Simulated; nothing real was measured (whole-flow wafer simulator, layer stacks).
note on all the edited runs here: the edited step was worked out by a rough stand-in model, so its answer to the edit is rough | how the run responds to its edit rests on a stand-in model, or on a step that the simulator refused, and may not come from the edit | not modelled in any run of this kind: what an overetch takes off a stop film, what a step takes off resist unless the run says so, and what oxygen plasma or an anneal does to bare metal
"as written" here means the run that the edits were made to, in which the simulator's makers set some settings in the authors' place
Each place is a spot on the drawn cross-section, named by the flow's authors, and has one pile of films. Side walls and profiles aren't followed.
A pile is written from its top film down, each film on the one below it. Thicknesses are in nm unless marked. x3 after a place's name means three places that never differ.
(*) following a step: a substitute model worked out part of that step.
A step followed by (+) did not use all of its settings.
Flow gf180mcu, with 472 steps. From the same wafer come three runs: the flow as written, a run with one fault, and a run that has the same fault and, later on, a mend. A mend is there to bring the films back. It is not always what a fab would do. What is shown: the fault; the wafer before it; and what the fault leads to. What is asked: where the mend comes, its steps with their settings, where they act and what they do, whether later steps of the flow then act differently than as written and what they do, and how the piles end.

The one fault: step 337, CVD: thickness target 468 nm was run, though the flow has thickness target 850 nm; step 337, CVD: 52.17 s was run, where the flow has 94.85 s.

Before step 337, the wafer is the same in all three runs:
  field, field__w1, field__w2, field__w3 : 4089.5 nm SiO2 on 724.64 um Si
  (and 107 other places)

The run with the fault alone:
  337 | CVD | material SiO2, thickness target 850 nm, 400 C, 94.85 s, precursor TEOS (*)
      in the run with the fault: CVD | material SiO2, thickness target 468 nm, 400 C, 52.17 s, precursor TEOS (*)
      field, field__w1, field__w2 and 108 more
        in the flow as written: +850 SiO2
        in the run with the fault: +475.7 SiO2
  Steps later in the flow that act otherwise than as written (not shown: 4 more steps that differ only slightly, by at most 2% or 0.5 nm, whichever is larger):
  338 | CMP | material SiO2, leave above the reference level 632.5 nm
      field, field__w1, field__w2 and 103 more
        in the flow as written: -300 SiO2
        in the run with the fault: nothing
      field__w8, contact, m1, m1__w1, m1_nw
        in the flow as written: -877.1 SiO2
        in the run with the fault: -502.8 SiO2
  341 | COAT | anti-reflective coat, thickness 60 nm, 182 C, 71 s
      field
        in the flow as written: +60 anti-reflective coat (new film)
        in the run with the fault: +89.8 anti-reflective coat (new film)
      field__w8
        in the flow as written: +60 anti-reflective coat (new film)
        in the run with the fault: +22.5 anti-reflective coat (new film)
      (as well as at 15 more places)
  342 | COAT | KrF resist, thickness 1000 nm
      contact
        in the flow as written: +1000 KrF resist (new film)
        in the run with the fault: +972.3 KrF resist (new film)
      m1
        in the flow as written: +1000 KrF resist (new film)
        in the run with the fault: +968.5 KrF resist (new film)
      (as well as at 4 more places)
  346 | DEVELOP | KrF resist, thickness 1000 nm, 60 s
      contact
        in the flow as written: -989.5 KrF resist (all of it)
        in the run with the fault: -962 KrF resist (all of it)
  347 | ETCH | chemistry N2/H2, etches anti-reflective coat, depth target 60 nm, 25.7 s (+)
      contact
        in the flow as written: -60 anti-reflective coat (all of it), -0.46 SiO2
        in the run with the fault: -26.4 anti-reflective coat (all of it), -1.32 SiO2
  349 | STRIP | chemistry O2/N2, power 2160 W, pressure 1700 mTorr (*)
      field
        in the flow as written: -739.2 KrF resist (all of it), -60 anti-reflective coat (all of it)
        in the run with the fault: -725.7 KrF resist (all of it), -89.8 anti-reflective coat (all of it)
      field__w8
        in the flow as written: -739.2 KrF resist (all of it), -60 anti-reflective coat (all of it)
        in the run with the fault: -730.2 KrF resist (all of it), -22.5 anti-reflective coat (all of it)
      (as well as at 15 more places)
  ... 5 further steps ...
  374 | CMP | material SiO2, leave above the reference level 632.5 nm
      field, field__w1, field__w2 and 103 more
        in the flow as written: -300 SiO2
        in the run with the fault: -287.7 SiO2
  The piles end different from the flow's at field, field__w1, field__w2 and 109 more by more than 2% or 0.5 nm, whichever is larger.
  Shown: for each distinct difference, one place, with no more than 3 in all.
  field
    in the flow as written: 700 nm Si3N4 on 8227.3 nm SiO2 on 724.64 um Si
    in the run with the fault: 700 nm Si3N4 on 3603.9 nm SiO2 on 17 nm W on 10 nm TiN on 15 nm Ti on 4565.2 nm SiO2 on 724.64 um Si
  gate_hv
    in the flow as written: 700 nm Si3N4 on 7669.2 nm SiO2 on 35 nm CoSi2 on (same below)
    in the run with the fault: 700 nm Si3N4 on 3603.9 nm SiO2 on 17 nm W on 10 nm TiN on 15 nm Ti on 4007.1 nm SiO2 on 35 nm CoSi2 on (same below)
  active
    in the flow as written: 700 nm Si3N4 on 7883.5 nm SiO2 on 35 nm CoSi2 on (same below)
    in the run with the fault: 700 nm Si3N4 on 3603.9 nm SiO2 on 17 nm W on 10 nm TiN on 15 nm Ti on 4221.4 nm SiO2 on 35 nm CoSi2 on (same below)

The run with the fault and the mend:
  The mend follows step 337.
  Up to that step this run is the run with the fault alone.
  337a | CVD | material SiO2, thickness target 382 nm, 400 C, 42.63 s, precursor TEOS (*) (the flow's step 337 again, with other settings)
      field, field__w1, field__w2 and 108 more
        +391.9 SiO2
  Steps later in the flow that act otherwise than as written:
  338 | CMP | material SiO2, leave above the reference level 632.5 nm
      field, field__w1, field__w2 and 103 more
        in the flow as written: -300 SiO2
        in the run with the mend: -317.6 SiO2
  By the end, the piles equal the flow's at every place that both follow.
